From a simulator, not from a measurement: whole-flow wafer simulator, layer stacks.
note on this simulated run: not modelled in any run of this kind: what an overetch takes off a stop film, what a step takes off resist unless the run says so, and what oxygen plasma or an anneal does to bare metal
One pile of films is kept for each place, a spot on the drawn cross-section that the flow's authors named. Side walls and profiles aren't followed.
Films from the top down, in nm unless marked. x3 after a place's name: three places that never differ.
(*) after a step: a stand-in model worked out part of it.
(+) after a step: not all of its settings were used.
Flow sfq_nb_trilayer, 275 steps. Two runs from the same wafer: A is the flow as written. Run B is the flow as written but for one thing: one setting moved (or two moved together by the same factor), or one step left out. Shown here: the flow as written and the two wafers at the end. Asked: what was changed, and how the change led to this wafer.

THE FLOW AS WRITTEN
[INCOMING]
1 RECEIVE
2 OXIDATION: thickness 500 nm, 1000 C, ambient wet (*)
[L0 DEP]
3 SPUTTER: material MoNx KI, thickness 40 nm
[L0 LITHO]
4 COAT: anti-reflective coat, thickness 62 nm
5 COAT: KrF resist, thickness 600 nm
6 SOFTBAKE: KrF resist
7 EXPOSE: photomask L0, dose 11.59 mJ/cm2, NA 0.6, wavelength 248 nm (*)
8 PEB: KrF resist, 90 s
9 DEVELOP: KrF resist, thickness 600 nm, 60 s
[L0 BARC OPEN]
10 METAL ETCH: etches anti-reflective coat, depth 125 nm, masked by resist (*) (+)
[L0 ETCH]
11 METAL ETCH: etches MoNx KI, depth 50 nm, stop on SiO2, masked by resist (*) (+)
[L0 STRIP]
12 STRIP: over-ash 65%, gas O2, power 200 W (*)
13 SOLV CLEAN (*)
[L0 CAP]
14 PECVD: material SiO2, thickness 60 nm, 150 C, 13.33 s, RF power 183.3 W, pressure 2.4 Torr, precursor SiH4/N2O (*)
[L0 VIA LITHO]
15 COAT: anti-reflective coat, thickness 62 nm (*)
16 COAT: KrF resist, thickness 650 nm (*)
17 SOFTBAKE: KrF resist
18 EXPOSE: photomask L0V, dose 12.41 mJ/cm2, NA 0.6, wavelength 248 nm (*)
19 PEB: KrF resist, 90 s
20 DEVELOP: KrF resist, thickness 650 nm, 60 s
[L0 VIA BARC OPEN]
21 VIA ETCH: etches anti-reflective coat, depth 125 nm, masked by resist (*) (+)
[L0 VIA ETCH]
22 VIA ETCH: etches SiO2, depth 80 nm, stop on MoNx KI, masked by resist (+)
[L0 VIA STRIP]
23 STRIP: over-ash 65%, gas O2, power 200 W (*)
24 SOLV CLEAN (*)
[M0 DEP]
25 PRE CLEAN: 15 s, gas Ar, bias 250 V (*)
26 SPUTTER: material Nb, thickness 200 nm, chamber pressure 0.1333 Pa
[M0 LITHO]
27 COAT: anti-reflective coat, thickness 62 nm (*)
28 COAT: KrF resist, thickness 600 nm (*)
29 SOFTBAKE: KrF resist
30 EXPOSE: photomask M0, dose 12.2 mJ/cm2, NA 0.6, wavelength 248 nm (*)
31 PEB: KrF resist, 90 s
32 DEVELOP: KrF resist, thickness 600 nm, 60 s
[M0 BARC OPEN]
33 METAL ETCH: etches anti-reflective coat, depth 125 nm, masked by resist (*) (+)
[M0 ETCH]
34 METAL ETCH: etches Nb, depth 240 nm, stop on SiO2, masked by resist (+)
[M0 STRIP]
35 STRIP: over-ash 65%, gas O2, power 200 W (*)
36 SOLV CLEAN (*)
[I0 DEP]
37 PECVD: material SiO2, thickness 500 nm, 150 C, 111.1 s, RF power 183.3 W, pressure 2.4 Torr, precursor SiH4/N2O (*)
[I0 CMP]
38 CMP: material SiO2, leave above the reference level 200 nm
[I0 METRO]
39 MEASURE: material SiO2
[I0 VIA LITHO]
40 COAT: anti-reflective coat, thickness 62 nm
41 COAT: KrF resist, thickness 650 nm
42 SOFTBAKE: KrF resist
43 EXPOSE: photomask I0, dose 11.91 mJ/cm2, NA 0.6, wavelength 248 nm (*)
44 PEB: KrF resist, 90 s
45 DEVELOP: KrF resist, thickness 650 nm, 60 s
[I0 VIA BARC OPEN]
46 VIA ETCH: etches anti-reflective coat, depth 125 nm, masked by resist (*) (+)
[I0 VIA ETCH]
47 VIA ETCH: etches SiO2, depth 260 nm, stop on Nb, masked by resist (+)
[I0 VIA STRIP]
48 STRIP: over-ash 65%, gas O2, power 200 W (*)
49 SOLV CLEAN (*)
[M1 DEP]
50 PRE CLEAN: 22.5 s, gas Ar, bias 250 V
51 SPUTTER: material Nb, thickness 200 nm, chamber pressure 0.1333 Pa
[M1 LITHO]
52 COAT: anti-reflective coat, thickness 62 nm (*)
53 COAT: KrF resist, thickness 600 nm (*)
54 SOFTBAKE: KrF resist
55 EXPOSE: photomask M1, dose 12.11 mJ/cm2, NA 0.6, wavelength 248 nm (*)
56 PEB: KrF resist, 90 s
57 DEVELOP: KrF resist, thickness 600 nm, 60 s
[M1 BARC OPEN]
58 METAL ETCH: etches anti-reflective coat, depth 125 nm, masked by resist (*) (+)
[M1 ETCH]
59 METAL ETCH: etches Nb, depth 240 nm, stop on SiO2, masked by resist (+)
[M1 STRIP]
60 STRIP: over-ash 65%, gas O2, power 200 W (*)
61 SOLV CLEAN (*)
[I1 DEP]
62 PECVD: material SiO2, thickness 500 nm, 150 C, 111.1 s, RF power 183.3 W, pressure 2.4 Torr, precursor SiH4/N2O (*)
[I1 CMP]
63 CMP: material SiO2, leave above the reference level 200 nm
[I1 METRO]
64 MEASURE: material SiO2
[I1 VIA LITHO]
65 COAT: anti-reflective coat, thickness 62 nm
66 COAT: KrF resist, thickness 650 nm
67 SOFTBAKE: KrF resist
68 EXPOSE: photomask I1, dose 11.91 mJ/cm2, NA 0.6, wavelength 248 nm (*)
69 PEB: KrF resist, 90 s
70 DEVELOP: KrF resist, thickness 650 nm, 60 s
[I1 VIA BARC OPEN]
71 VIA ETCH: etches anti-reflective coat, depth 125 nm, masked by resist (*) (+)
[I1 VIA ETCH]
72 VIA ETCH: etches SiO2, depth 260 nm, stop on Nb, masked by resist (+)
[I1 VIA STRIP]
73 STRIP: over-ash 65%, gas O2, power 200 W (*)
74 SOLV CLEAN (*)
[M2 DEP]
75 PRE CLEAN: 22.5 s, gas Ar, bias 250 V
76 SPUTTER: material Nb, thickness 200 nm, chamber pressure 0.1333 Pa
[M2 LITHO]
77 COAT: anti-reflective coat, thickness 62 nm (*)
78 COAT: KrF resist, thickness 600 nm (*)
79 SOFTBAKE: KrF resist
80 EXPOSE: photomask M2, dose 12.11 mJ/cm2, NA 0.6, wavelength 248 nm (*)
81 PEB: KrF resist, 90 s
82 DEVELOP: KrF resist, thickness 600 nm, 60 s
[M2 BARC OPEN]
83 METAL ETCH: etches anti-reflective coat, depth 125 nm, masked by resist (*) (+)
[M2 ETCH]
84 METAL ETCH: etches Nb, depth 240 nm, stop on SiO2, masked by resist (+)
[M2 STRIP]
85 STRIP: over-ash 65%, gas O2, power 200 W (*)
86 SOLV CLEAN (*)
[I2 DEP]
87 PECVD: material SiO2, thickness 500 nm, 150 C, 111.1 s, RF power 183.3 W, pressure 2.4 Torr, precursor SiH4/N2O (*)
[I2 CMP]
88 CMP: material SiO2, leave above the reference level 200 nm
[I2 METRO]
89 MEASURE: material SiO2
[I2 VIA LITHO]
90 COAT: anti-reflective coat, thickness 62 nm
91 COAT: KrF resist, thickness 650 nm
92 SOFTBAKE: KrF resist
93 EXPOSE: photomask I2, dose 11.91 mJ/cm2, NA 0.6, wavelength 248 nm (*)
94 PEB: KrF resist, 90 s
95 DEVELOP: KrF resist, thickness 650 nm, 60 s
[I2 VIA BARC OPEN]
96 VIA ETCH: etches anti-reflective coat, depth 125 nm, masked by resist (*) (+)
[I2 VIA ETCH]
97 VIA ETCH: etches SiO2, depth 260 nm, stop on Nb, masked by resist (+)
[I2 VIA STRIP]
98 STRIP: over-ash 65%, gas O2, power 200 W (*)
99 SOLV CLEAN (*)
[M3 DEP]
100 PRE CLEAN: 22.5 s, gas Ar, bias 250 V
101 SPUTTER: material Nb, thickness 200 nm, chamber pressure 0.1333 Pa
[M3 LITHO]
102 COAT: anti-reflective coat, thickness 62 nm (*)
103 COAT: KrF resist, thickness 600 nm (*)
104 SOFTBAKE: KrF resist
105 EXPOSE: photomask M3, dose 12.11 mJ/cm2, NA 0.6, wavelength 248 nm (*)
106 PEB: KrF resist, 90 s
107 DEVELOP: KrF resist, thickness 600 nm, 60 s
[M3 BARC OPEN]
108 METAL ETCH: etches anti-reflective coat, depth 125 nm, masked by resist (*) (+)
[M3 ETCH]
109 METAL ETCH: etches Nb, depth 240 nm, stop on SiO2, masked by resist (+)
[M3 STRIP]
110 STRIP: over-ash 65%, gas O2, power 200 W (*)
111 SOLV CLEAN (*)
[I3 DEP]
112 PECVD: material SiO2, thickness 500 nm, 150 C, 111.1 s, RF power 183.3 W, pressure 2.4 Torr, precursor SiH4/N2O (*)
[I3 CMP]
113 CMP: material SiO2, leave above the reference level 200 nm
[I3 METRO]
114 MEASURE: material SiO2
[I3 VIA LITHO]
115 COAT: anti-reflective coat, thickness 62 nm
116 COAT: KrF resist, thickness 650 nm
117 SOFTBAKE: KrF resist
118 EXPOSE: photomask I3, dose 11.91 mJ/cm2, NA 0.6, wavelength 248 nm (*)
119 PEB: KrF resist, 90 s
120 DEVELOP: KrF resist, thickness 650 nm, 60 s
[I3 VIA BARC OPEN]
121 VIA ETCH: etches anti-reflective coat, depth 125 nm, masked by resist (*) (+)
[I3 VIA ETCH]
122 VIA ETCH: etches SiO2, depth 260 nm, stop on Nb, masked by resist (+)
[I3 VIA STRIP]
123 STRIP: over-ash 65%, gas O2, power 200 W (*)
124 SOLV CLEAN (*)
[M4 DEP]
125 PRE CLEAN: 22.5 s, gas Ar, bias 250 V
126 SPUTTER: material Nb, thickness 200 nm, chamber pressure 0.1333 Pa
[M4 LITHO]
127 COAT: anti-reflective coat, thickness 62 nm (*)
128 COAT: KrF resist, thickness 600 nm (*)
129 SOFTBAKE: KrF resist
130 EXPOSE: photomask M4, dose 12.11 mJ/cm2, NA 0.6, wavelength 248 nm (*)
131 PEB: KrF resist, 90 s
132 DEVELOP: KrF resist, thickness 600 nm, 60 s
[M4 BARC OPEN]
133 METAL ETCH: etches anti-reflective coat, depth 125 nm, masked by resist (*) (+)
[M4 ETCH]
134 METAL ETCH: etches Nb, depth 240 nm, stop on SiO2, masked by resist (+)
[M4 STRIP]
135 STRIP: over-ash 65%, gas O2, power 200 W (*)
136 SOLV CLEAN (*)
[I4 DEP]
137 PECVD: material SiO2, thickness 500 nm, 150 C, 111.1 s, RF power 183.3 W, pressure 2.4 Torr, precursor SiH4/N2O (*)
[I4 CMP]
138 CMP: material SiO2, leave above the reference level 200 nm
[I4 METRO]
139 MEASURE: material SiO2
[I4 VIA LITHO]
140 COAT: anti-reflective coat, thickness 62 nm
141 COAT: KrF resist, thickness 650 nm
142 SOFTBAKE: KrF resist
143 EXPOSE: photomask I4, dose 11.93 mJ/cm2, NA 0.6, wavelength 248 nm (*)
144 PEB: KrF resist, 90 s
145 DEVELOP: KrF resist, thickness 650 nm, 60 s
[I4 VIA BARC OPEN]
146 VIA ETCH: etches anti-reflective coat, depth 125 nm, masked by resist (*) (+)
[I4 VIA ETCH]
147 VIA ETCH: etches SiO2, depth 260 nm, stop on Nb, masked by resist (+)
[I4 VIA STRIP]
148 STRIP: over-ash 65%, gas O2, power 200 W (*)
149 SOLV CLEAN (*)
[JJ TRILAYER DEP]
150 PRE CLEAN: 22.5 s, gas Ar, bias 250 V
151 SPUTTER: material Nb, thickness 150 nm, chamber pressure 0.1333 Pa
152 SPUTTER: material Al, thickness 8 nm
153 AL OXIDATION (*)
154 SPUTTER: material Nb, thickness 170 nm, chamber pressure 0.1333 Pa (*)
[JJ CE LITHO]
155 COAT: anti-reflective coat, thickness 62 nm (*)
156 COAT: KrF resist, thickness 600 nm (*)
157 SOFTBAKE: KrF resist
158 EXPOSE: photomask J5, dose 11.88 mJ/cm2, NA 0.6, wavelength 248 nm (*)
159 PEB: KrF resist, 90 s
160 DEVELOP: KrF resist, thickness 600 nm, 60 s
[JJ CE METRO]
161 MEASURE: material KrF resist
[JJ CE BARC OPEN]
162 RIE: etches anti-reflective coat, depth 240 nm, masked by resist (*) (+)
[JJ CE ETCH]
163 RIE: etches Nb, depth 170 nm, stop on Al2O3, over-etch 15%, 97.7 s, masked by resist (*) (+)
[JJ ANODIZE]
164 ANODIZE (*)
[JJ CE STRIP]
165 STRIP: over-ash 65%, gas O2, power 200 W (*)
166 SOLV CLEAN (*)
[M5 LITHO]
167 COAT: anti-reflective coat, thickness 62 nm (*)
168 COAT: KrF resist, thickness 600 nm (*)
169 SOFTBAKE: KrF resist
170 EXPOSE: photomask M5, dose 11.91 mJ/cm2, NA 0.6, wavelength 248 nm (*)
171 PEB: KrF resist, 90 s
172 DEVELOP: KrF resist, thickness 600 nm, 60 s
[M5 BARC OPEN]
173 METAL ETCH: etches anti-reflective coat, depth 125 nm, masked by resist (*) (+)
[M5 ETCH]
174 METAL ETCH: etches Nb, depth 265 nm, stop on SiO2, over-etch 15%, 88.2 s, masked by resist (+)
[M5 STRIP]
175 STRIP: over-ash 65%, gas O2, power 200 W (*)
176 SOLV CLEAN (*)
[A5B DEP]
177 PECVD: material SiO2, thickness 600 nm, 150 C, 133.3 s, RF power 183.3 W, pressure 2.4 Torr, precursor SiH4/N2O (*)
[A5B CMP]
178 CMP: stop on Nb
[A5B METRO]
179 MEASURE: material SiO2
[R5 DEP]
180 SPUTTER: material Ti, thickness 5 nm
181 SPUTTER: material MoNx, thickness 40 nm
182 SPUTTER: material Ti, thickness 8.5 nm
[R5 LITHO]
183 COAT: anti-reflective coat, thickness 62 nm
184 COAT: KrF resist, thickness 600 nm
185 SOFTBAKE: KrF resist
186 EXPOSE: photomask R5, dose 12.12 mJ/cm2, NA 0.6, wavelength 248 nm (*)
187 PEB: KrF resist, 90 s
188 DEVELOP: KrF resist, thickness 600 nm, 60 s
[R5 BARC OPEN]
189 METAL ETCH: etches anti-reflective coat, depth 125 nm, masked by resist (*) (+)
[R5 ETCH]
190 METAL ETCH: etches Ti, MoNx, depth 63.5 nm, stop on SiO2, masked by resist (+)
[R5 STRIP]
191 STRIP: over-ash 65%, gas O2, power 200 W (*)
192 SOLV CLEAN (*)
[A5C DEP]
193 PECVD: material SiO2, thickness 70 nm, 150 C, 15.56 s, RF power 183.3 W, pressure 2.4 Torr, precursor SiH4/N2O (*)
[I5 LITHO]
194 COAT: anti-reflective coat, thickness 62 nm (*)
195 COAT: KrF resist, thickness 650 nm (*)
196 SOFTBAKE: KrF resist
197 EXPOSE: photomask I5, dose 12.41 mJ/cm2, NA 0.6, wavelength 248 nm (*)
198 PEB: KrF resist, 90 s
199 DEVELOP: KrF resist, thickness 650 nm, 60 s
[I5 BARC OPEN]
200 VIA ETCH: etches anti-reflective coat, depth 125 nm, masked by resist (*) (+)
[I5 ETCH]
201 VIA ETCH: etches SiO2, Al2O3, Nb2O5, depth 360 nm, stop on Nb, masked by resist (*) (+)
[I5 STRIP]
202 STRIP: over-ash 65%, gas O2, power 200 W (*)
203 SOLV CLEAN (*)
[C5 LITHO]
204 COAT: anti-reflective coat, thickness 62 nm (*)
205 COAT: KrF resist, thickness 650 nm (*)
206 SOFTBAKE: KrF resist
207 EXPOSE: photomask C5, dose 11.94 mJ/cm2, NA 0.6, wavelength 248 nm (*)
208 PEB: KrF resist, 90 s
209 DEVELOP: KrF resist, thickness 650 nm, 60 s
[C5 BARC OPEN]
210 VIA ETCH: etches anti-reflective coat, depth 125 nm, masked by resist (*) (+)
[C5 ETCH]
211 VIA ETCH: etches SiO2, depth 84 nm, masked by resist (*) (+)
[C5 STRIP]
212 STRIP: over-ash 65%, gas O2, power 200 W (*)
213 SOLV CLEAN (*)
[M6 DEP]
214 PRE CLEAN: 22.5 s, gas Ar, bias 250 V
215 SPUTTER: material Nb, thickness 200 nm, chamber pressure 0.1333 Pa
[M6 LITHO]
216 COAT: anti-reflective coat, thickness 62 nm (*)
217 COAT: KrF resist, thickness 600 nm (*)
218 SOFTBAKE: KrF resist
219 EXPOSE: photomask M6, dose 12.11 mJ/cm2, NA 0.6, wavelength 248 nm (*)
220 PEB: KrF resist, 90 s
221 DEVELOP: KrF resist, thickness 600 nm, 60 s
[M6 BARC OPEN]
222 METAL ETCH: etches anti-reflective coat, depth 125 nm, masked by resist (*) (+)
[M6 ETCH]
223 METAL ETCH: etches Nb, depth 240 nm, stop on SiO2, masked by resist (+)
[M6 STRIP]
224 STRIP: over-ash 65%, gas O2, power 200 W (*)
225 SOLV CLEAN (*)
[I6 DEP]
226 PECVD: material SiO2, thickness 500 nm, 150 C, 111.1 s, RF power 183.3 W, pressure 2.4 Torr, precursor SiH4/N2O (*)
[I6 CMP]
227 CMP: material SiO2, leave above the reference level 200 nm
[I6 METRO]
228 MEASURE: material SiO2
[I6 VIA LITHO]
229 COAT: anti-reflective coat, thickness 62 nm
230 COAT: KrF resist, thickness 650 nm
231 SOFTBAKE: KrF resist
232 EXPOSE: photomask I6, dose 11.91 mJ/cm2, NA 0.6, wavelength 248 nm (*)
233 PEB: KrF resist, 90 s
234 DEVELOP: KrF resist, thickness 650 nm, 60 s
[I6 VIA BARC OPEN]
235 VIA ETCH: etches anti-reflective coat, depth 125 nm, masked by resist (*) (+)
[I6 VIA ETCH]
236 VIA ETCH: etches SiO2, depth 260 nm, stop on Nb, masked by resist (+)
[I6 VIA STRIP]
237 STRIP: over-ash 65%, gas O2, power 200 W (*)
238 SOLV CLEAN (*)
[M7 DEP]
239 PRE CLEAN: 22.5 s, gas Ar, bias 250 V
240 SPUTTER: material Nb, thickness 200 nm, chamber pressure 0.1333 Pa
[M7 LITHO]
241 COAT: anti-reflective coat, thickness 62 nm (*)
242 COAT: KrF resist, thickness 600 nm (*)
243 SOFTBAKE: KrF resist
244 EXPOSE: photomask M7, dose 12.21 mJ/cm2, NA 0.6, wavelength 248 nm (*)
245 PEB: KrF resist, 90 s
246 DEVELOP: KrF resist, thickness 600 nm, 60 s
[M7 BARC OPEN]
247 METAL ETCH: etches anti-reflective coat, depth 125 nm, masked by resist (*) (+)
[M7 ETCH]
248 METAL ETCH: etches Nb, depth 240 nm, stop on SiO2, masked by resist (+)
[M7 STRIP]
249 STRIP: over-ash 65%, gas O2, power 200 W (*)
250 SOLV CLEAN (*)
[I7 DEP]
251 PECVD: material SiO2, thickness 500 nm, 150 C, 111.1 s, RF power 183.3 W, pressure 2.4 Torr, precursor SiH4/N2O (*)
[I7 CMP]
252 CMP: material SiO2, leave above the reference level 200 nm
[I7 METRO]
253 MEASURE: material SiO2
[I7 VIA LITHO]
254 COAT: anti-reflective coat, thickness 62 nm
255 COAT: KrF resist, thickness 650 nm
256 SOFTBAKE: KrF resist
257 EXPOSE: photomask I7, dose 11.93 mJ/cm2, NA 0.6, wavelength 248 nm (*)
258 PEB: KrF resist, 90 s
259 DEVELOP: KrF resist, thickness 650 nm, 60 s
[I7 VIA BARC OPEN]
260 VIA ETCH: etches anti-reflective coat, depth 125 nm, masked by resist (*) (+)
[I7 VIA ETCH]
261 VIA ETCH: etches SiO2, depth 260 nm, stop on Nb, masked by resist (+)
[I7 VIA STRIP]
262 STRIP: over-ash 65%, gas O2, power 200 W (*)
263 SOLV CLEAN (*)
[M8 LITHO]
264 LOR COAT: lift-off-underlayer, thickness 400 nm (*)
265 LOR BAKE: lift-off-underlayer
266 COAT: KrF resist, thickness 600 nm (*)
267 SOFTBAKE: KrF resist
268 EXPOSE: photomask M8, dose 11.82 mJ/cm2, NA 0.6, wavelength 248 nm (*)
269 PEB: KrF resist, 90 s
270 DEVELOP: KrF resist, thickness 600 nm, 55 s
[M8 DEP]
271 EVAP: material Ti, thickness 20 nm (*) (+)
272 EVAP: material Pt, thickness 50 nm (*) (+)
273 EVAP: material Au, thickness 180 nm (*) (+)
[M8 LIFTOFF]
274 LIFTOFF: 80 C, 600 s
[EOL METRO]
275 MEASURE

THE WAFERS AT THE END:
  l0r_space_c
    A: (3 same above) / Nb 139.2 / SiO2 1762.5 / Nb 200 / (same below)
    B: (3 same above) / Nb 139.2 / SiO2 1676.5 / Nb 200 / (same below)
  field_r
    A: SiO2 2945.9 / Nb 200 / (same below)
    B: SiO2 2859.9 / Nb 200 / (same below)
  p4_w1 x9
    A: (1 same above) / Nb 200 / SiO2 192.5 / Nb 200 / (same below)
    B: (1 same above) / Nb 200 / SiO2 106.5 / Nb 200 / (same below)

The cause: step 113, CMP: leave above the reference level 114 nm was run, where the flow has leave above the reference level 200 nm.

How the change led to this, step by step:
  113 CMP: material SiO2, leave above the reference level 200 nm
      field_l, be, be_sur and 64 more: A SiO2 -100 | B SiO2 -186
      v_sur, via_wl, via_wr and 27 more: A SiO2 -300 | B SiO2 -386
      (and at 9 more places)
  122 VIA ETCH: etches SiO2, depth 260 nm, stop on Nb, masked by resist (+)
      field_l, v_sur, via_wl and 102 more: A KrF resist -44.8 | B KrF resist -29.4
      via_v: A SiO2 -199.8 (all of it) | B SiO2 -113.8 (all of it)
  123 STRIP: over-ash 65%, gas O2, power 200 W (*)
      field_l, v_sur, via_wl and 102 more: A KrF resist -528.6 (all of it), anti-reflective coat -62 (all of it) | B KrF resist -544 (all of it), anti-reflective coat -62 (all of it)
  126 SPUTTER: material Nb, thickness 200 nm, chamber pressure 0.1333 Pa
      via_v: A Nb +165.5 | B Nb +184.6
  127 COAT: anti-reflective coat, thickness 62 nm (*)
      via_sp: A anti-reflective coat +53 (new film) | B anti-reflective coat +54.9 (new film)
      via_v: A anti-reflective coat +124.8 (new film) | B anti-reflective coat +105 (new film)
      (and at 1 more place)
  128 COAT: KrF resist, thickness 600 nm (*)
      via_v: A KrF resist +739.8 (new film) | B KrF resist +668.6 (new film)
  135 STRIP: over-ash 65%, gas O2, power 200 W (*)
      via_sp: A KrF resist -373.9 (all of it), anti-reflective coat -53 (all of it) | B KrF resist -379.7 (all of it), anti-reflective coat -54.9 (all of it)
      via_v: A KrF resist -521.8 (all of it), anti-reflective coat -124.8 (all of it) | B KrF resist -450.9 (all of it), anti-reflective coat -105 (all of it)
      (and at 1 more place)
  137 PECVD: material SiO2, thickness 500 nm, 150 C, 111.1 s, RF power 183.3 W, pressure 2.4 Torr, precursor SiH4/N2O (*)
      via_v: A SiO2 +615 (new film) | B SiO2 +500 (new film)
  138 CMP: material SiO2, leave above the reference level 200 nm
      via_v: A SiO2 -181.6 | B SiO2 -171.7
